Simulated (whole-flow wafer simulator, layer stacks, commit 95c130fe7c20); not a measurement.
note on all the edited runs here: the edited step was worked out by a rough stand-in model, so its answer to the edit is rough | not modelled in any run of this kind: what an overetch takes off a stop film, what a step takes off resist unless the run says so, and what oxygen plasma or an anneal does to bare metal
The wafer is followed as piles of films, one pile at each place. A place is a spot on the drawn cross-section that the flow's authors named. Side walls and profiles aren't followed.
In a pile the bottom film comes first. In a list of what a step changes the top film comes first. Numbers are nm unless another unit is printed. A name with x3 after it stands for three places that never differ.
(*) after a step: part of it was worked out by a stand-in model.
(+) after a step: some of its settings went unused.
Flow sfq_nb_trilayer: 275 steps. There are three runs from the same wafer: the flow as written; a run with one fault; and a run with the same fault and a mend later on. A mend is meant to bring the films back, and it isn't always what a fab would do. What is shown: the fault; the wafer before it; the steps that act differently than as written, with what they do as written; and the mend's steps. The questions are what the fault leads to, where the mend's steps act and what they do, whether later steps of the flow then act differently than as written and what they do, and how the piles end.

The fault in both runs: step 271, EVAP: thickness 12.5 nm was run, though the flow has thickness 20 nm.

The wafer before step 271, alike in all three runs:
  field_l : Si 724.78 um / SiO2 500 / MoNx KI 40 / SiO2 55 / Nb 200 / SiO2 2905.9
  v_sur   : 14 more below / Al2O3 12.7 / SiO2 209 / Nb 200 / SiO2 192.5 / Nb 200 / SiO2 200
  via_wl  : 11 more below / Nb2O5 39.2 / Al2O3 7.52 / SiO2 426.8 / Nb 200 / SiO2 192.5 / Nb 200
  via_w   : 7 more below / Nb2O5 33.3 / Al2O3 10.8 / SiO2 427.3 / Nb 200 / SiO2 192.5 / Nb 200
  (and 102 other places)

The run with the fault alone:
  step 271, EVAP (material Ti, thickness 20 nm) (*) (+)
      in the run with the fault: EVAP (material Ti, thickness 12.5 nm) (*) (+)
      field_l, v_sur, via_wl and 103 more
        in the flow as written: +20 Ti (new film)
        in the run with the fault: +12.5 Ti (new film)
  Steps further on in the flow that do not act as written:
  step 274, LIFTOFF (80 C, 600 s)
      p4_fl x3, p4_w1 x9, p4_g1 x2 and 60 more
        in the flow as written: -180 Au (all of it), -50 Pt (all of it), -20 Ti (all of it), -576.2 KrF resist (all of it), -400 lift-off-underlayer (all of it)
        in the run with the fault: -180 Au (all of it), -50 Pt (all of it), -12.5 Ti (all of it), -576.2 KrF resist (all of it), -400 lift-off-underlayer (all of it)
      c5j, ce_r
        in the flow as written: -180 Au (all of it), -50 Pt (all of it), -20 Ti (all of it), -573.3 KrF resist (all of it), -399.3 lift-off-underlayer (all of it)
        in the run with the fault: -180 Au (all of it), -50 Pt (all of it), -12.5 Ti (all of it), -573.3 KrF resist (all of it), -399.3 lift-off-underlayer (all of it)
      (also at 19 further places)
  The piles end different from the flow's at field_l, v_sur, via_wl and 8 more by more than 2% or 0.5 nm, whichever is larger.
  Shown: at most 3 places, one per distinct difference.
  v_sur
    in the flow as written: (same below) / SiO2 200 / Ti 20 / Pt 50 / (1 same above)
    in the run with the fault: (same below) / SiO2 200 / Ti 12.5 / Pt 50 / (1 same above)
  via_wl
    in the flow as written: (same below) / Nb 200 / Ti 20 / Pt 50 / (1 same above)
    in the run with the fault: (same below) / Nb 200 / Ti 12.5 / Pt 50 / (1 same above)
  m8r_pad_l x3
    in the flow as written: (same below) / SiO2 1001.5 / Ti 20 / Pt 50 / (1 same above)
    in the run with the fault: (same below) / SiO2 1001.5 / Ti 12.5 / Pt 50 / (1 same above)

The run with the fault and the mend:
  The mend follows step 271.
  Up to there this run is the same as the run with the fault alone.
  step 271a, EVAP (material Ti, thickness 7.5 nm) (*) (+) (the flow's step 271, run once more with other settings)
      field_l, v_sur, via_wl and 103 more
        +7.5 Ti
  None of the later steps of the flow acts differently than as written at any place that is followed.
  At every place that both follow, the piles at the end match the flow's.
